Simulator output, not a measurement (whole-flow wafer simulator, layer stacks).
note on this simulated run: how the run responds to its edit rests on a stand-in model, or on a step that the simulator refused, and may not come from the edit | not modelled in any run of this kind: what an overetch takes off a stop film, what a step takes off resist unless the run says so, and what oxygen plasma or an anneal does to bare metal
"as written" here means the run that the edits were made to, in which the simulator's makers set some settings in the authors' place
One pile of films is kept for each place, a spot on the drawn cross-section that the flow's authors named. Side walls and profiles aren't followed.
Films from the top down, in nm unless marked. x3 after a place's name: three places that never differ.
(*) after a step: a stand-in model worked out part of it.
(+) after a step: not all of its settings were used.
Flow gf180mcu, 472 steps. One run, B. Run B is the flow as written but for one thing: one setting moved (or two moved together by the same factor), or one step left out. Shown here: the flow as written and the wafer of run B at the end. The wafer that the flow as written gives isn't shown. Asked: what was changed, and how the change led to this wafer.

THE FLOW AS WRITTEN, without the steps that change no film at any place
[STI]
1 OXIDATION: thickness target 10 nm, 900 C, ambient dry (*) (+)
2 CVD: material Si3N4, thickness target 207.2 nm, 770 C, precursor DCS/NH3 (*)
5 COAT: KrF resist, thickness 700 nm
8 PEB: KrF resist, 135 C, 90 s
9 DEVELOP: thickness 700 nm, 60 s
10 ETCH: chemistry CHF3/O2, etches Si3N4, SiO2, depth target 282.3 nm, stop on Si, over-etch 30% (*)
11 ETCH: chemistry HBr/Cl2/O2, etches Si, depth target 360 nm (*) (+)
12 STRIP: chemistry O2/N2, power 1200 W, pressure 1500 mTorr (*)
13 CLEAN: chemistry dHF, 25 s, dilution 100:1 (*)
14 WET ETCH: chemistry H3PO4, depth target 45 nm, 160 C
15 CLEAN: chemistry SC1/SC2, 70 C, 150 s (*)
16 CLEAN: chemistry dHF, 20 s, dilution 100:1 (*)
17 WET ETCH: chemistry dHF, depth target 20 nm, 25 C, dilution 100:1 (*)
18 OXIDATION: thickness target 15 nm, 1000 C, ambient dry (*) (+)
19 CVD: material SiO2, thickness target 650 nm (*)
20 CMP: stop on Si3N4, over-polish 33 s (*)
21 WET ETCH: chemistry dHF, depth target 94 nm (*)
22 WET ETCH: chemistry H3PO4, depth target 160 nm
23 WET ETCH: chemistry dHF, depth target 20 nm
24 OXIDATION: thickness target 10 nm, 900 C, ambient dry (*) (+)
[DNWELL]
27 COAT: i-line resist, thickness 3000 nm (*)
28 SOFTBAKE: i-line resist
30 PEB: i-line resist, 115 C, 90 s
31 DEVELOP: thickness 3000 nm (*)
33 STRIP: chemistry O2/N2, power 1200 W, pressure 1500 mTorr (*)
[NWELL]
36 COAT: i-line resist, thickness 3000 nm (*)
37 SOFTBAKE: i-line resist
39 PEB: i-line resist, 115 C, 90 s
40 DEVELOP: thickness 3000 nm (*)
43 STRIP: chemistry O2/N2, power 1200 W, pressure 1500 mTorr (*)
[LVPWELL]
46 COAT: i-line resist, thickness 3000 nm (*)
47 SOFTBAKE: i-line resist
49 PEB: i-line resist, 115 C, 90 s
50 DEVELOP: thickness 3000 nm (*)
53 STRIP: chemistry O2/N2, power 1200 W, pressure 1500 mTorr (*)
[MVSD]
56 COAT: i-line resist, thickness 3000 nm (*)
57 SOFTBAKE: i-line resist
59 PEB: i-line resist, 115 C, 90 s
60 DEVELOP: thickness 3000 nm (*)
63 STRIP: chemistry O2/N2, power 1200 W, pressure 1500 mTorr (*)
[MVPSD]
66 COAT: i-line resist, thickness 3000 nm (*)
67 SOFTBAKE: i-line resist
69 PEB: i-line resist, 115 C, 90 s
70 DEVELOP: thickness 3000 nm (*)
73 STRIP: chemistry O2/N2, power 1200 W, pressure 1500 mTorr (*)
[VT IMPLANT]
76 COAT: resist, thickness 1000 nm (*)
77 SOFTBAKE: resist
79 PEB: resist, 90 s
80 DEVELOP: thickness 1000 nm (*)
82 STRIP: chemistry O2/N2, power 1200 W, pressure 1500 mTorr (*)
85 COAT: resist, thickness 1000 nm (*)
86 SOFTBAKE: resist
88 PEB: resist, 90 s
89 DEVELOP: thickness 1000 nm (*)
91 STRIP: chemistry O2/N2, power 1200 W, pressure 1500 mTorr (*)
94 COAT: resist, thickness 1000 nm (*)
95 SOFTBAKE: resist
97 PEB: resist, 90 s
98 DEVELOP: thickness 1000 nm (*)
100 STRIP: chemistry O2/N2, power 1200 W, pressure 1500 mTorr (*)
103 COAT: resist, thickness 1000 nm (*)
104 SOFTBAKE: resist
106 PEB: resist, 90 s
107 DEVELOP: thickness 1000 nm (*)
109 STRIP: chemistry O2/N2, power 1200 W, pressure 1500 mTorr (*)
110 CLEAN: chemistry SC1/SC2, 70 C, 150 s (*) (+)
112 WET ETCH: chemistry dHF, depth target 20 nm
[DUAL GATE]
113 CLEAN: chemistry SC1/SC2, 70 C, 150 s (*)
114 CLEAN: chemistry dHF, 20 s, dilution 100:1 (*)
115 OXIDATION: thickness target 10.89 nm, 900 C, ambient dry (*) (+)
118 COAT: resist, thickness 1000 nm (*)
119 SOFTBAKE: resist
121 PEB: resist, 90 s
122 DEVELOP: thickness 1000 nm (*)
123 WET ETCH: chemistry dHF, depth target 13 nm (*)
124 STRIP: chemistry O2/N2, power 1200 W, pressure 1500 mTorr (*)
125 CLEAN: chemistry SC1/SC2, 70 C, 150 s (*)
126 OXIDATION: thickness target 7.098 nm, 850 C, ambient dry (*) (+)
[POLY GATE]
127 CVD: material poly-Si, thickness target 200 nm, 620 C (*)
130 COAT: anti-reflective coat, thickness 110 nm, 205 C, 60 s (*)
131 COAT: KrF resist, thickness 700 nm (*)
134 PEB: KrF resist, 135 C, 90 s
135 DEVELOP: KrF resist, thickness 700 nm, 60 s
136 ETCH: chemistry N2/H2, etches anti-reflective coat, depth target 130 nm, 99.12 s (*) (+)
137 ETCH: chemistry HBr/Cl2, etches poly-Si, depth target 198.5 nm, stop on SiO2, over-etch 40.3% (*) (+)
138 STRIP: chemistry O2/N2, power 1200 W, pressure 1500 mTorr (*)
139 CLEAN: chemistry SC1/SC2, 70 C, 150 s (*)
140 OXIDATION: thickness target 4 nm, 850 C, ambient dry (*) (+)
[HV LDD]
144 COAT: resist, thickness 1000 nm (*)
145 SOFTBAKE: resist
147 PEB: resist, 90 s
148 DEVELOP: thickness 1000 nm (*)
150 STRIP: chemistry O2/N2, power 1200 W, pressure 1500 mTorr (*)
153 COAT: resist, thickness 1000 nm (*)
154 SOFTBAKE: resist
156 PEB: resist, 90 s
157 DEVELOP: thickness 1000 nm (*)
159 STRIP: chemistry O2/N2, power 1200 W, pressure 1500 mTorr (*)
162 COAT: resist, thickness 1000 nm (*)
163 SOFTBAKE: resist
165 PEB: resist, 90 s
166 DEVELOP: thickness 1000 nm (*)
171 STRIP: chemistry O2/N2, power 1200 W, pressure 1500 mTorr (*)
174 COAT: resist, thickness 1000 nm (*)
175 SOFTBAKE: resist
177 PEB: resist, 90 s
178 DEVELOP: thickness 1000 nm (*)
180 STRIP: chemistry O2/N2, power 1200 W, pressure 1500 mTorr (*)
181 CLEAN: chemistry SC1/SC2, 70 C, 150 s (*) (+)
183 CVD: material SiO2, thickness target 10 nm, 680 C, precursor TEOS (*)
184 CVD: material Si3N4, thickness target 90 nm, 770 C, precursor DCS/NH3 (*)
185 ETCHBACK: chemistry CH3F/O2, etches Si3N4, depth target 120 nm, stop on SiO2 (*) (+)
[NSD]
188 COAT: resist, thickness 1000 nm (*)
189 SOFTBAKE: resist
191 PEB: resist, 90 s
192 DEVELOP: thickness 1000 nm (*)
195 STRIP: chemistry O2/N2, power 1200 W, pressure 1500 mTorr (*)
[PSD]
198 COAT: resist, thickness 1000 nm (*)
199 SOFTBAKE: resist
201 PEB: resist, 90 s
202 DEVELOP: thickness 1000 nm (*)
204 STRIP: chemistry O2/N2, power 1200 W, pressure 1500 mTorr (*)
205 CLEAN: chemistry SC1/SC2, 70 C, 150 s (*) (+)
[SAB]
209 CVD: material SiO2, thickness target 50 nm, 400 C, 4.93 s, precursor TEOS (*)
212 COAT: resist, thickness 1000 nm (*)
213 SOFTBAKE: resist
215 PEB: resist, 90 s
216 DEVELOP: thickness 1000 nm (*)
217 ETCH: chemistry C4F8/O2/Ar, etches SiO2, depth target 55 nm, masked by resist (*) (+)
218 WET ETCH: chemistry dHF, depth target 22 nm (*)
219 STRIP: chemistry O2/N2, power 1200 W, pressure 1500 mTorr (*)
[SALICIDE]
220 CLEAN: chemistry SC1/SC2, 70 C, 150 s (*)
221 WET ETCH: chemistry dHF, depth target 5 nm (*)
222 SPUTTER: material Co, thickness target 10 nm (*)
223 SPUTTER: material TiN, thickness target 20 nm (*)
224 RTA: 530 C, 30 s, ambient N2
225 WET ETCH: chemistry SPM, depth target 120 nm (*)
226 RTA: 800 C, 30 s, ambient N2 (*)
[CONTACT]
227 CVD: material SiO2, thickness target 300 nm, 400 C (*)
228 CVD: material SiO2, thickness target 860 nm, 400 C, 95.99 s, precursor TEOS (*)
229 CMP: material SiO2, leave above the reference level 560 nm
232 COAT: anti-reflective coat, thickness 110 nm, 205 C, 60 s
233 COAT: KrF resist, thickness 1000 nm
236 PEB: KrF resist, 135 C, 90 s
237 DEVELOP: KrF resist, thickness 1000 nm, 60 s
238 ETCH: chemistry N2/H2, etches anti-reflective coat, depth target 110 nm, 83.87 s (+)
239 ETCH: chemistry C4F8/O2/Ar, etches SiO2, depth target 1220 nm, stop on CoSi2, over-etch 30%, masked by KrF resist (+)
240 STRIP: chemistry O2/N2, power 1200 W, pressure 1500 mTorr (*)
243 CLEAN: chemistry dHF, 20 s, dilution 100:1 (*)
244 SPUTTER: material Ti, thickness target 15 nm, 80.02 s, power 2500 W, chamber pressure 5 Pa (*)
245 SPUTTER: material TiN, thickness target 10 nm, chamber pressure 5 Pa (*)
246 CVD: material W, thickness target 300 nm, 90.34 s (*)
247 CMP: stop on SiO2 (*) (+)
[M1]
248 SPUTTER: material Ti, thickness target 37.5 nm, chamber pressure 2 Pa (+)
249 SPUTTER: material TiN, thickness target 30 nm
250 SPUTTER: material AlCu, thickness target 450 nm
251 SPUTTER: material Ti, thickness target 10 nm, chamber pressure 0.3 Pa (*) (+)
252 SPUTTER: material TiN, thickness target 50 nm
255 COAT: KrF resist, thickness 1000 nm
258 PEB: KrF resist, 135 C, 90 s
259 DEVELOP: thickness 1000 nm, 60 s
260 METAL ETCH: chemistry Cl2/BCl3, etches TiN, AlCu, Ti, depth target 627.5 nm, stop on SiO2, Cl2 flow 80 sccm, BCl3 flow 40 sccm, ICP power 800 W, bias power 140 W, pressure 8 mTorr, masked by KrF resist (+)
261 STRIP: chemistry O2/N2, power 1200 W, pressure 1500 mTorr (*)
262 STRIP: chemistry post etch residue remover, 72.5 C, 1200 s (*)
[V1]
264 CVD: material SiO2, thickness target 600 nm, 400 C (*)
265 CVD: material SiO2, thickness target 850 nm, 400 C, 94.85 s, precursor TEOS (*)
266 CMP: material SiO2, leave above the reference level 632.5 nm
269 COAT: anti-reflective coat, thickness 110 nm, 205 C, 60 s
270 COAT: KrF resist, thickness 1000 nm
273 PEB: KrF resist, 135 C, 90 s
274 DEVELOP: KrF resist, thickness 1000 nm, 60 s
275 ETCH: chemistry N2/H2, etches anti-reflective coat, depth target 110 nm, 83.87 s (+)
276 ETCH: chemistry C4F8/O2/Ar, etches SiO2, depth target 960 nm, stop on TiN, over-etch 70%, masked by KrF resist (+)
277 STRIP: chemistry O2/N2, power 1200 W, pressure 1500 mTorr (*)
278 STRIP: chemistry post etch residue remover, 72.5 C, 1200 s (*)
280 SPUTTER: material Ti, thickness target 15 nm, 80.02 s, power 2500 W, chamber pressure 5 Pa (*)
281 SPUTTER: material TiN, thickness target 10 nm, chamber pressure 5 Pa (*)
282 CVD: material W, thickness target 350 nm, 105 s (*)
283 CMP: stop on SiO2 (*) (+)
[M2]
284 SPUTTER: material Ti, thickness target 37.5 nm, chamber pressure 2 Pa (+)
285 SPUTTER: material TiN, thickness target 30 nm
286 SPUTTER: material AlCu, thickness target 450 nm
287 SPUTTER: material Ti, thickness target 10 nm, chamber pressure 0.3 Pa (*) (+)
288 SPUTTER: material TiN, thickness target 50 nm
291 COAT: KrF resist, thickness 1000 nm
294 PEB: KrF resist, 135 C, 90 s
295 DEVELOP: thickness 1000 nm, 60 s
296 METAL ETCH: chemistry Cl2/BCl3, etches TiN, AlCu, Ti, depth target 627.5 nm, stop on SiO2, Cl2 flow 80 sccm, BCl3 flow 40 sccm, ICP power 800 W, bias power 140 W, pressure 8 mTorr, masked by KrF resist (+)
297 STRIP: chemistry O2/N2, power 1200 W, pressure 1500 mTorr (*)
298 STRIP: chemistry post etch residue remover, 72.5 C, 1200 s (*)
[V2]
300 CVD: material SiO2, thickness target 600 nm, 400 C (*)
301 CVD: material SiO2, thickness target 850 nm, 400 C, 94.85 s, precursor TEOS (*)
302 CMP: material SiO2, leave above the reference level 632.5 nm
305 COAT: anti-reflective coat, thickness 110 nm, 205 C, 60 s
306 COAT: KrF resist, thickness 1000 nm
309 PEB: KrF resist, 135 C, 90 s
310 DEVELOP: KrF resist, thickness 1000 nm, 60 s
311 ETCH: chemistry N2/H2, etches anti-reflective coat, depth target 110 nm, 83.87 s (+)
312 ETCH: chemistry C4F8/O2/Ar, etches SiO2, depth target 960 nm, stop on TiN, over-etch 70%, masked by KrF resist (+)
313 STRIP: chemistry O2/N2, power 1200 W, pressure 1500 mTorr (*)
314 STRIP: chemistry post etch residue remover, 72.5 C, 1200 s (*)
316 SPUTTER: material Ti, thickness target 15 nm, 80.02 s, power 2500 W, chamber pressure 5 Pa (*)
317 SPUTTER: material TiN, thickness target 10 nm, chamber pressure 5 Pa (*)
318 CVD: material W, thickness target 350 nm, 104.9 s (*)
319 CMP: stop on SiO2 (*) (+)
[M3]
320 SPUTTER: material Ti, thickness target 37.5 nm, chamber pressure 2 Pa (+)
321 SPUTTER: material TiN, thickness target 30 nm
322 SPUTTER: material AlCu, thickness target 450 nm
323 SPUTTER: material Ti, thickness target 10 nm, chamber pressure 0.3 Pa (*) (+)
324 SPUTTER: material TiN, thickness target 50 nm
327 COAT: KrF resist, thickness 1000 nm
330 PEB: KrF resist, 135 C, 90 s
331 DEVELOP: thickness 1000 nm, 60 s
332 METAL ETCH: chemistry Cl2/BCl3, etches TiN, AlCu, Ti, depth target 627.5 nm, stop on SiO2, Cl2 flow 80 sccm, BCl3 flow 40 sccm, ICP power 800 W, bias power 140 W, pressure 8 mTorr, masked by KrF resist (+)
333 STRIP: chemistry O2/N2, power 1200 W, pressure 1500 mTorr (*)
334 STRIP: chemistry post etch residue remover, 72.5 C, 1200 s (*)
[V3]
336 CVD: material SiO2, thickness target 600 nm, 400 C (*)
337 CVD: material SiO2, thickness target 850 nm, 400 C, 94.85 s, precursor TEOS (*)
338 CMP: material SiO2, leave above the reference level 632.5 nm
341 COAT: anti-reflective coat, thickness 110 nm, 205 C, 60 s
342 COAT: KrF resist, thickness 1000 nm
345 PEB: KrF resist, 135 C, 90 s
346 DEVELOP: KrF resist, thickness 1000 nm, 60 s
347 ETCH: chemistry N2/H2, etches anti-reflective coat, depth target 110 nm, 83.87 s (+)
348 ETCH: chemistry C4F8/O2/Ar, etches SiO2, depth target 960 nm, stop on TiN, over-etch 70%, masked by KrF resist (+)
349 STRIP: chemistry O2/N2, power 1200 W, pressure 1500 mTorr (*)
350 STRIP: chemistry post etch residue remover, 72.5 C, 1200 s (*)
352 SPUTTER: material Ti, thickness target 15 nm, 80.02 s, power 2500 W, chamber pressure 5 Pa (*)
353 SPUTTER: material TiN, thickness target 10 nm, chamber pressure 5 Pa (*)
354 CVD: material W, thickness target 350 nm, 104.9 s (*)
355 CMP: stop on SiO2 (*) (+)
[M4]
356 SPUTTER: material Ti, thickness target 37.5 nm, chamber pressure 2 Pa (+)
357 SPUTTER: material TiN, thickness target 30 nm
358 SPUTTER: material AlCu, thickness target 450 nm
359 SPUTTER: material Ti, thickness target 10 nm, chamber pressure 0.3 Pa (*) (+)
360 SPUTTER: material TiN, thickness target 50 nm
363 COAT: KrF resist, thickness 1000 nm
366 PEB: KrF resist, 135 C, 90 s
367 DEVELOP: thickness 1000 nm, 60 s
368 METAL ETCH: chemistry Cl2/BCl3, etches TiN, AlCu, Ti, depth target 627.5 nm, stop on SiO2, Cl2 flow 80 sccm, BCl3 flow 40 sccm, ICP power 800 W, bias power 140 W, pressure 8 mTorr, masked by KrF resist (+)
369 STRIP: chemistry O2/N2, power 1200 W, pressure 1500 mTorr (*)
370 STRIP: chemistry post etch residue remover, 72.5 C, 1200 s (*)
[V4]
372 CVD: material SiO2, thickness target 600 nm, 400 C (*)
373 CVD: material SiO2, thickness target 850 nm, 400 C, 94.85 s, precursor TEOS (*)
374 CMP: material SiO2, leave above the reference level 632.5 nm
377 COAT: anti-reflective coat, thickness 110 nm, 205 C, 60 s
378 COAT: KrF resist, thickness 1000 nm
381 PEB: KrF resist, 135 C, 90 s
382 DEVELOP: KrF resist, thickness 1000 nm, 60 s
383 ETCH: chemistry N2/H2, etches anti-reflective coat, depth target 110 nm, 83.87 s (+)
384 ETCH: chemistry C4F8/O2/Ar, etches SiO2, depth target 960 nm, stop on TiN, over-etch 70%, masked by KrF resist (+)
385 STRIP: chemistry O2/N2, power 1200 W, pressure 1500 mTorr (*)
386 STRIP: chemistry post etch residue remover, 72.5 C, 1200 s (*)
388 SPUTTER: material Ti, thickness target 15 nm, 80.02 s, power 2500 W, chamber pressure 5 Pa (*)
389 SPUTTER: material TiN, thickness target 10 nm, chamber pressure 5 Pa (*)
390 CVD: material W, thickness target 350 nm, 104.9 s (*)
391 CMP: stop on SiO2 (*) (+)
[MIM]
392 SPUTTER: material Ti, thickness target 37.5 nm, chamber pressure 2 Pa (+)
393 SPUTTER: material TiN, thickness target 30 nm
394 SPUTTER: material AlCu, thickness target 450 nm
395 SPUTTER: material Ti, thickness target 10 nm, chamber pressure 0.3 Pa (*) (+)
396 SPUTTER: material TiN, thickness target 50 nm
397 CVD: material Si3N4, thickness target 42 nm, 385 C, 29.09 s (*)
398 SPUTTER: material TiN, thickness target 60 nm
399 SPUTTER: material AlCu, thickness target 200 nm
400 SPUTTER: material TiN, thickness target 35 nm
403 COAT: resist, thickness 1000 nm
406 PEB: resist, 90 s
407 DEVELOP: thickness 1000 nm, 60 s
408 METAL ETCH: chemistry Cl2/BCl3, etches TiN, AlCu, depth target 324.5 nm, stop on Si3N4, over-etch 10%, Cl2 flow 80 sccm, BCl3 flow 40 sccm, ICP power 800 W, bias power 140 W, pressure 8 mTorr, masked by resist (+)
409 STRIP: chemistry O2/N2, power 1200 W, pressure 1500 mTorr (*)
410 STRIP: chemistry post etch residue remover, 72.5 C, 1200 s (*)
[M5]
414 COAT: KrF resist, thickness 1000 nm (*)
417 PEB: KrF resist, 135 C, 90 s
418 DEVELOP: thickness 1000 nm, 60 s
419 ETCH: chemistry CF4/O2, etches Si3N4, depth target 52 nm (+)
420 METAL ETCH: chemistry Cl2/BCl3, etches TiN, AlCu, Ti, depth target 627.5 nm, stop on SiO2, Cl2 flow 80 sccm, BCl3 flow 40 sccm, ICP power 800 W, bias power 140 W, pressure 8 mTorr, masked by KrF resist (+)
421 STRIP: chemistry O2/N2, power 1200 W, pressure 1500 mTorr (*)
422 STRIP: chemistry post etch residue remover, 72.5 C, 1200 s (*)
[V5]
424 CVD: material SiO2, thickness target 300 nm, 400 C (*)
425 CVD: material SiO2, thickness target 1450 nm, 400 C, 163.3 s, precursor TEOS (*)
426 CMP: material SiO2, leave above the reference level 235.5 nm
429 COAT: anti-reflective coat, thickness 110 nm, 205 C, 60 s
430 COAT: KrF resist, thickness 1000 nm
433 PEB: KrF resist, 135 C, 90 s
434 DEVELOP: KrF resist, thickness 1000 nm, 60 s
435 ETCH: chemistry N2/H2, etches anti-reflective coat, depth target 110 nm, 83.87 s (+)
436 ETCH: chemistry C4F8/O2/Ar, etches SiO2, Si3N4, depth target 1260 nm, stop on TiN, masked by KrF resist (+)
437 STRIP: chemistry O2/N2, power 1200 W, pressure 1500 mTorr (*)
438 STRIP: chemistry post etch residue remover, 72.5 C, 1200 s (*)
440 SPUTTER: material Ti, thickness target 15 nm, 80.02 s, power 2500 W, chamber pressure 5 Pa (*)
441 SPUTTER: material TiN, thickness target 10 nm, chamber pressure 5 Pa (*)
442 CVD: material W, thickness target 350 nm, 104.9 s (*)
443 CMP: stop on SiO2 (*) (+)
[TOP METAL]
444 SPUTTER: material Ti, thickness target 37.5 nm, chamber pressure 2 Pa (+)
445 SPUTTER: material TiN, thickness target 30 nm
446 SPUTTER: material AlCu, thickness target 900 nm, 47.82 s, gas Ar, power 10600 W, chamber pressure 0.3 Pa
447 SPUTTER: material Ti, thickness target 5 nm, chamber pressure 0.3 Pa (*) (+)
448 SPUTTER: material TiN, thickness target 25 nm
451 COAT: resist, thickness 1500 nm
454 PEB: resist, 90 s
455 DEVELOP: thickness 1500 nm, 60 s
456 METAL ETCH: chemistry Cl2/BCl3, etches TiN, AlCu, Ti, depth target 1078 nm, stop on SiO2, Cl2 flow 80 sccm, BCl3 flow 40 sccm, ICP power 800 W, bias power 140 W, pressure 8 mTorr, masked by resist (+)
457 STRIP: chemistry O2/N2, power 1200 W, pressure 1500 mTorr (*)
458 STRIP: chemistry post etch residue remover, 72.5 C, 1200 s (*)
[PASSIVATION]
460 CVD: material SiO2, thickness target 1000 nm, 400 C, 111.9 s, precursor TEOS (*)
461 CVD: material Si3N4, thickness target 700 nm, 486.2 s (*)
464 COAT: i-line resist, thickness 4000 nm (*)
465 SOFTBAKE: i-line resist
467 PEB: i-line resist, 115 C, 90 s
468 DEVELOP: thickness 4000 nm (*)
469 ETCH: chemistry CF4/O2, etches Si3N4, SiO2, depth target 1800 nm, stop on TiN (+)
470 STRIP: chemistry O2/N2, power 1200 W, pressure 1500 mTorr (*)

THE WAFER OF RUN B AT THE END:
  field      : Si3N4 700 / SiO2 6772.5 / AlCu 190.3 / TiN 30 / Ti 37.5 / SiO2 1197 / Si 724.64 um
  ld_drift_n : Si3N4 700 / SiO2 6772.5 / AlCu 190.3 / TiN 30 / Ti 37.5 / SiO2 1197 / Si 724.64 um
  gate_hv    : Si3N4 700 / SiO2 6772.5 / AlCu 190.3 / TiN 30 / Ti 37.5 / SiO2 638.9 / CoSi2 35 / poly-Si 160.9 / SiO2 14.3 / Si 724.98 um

The cause: step 260, METAL ETCH: depth target 314 nm was run, where the flow has depth target 627.5 nm.

How the change led to this, step by step:
  260 METAL ETCH: chemistry Cl2/BCl3, etches TiN, AlCu, Ti, depth target 627.5 nm, stop on SiO2, Cl2 flow 80 sccm, BCl3 flow 40 sccm, ICP power 800 W, bias power 140 W, pressure 8 mTorr, masked by KrF resist (+)
      field, field__w1, field__w2 and 99 more: TiN -50 (all of it), Ti -10 (all of it), AlCu -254 (as written it would be: TiN -50 (all of it), Ti -10 (all of it), AlCu -450 (all of it), TiN -30 (all of it), Ti -37.5 (all of it))
      field__w8, contact, m1 and 6 more: KrF resist -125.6 (as written it would be: KrF resist -251)
  261 STRIP: chemistry O2/N2, power 1200 W, pressure 1500 mTorr (*)
      field__w8, contact, m1 and 6 more: KrF resist -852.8 (all of it) (as written it would be: KrF resist -727.4 (all of it))
  262 STRIP: chemistry post etch residue remover, 72.5 C, 1200 s (*)
      field, field__w1, field__w2 and 99 more: AlCu -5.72 (as written it would be: nothing)
  264 CVD: material SiO2, thickness target 600 nm, 400 C (*)
      field, field__w1, field__w2 and 99 more: SiO2 +600 (new film) (as written it would be: SiO2 +600)
  266 CMP: material SiO2, leave above the reference level 632.5 nm
      field, field__w1, field__w2 and 99 more: SiO2 -557.8 (as written it would be: SiO2 -300)
Counting metal films that touch as one body, field has 1 body; the flow as written gives 0 bodies.
Counting metal films that touch as one body, ld_drift_n has 1 body; the flow as written gives 0 bodies.
Counting metal films that touch as one body, gate_hv has 2 bodies (between them, from the top down: SiO2 638.9); the flow as written gives 1 body.
